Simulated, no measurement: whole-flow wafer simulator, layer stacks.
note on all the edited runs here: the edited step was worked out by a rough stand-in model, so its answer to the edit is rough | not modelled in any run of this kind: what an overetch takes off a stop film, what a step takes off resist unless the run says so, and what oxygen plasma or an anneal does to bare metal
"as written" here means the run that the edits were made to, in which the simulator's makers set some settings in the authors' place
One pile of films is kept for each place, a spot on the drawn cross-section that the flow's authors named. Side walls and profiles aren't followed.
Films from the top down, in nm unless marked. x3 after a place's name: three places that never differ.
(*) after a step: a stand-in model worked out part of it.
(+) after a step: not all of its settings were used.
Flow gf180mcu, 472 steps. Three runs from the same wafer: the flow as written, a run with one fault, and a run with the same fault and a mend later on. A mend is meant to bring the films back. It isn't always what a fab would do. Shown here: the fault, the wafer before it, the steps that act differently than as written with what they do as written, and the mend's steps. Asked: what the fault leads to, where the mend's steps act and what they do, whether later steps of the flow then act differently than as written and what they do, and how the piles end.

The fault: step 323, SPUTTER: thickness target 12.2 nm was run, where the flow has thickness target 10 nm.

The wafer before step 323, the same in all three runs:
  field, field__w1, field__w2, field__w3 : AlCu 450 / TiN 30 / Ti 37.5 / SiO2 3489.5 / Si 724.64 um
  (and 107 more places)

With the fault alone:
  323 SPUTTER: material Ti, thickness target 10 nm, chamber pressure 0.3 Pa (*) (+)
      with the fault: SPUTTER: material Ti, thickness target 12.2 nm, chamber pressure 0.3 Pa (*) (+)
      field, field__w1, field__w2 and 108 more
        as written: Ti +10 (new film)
        with the fault: Ti +12.2 (new film)
  Later steps of the flow that act differently than as written (5 more steps differ only slightly, by at most 2% or 0.5 nm, whichever is larger, and aren't shown):
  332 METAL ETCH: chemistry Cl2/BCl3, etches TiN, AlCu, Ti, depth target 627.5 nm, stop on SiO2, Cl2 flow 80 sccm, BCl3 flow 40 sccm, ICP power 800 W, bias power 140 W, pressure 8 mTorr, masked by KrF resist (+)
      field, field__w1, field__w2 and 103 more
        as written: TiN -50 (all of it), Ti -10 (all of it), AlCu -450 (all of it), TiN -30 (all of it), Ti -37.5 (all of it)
        with the fault: TiN -50 (all of it), Ti -12.2 (all of it), AlCu -450 (all of it), TiN -30 (all of it), Ti -37.5 (all of it)
  At the end the piles differ from the flow's by more than 2% or 0.5 nm, whichever is larger, at field__w8, contact, m1, m1__w1, m1_nw.
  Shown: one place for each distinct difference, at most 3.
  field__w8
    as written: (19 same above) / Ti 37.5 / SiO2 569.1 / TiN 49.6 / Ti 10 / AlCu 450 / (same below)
    with the fault: (19 same above) / Ti 37.5 / SiO2 566.9 / TiN 49.6 / Ti 12.2 / AlCu 450 / (same below)
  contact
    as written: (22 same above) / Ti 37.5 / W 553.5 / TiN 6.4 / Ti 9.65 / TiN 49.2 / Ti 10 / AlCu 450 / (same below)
    with the fault: (22 same above) / Ti 37.5 / W 551.3 / TiN 6.41 / Ti 9.67 / TiN 49.2 / Ti 12.2 / AlCu 450 / (same below)

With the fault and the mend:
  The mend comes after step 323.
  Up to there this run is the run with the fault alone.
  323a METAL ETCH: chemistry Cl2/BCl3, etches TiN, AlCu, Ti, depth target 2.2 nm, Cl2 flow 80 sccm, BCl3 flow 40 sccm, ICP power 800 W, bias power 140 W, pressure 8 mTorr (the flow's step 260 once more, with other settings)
      field, field__w1, field__w2 and 108 more
        Ti -2.2
  No later step of the flow acts differently than as written at any place that is followed.
  At the end the piles are the same as the flow's at every place that both follow.
